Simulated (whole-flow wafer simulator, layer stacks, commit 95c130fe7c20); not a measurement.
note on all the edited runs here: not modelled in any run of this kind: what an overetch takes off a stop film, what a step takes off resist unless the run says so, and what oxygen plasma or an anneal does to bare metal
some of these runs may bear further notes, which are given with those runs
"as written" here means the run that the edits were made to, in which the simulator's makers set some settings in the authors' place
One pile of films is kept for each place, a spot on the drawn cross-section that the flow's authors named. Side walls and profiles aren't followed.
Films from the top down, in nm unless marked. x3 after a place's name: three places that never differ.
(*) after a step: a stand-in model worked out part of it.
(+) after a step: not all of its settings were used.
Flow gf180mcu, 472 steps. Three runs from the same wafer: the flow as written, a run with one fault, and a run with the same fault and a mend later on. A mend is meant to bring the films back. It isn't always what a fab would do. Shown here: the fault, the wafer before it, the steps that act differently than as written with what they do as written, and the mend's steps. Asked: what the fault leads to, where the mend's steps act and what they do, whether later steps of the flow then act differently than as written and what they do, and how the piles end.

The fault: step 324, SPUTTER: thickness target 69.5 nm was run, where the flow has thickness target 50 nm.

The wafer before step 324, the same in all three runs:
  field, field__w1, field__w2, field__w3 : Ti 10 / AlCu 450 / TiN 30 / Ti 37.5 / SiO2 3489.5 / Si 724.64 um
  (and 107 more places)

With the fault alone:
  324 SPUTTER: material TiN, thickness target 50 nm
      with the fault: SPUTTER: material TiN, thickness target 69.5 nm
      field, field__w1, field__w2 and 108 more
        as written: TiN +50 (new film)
        with the fault: TiN +69.5 (new film)
  Later steps of the flow that act differently than as written (3 more steps differ only slightly, by at most 2% or 0.5 nm, whichever is larger, and aren't shown):
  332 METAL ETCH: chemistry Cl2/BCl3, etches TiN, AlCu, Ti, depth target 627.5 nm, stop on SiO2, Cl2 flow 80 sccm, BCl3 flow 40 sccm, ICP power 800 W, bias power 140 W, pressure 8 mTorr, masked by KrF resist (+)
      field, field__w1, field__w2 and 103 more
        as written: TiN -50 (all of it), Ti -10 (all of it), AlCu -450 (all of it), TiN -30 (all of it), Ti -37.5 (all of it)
        with the fault: TiN -69.5 (all of it), Ti -10 (all of it), AlCu -450 (all of it), TiN -30 (all of it), Ti -37.5 (all of it)
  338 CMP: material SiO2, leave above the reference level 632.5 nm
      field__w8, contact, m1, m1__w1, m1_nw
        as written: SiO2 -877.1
        with the fault: SiO2 -896.6
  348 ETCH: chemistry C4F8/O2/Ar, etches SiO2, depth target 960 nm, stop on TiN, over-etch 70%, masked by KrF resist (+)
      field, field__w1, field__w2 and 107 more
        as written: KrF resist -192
        with the fault: KrF resist -188
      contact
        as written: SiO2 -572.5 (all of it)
        with the fault: SiO2 -553 (all of it)
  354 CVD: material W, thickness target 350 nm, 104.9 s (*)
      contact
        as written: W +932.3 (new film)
        with the fault: W +912.6 (new film)
  At the end the piles differ from the flow's by more than 2% or 0.5 nm, whichever is larger, at field__w8, contact, m1, m1__w1, m1_nw.
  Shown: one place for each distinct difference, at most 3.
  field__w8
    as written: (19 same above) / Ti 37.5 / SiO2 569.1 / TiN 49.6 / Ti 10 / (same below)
    with the fault: (19 same above) / Ti 37.5 / SiO2 549.6 / TiN 69.1 / Ti 10 / (same below)
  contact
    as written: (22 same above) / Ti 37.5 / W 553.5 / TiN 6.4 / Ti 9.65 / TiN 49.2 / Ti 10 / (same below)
    with the fault: (22 same above) / Ti 37.5 / W 533.8 / TiN 6.48 / Ti 9.76 / TiN 68.7 / Ti 10 / (same below)

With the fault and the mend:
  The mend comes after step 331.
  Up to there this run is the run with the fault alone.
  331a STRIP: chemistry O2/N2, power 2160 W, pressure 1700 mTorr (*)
      field__w8, contact, m1, m1__w1, m1_nw
        KrF resist -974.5 (all of it)
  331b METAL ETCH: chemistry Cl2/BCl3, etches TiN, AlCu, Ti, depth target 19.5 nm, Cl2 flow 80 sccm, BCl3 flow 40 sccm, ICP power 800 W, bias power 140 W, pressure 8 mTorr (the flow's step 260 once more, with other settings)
      field, field__w1, field__w2 and 108 more
        TiN -19.5
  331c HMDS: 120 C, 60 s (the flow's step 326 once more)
      changes no film at any place that is followed
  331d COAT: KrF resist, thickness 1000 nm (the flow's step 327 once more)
      field, field__w1, field__w2 and 108 more
        KrF resist +1000 (new film)
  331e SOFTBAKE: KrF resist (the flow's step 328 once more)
      changes no film at any place that is followed
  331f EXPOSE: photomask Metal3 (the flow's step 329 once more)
      changes no film at any place that is followed
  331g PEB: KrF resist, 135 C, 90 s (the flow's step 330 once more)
      field, field__w1, field__w2 and 108 more
        KrF resist -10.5
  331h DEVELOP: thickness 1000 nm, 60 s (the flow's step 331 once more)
      field, field__w1, field__w2 and 103 more
        KrF resist -989.5 (all of it)
      field__w8, contact, m1, m1__w1, m1_nw
        KrF resist -14.9
  No later step of the flow acts differently than as written at any place that is followed.
  At the end the piles are the same as the flow's at every place that both follow.
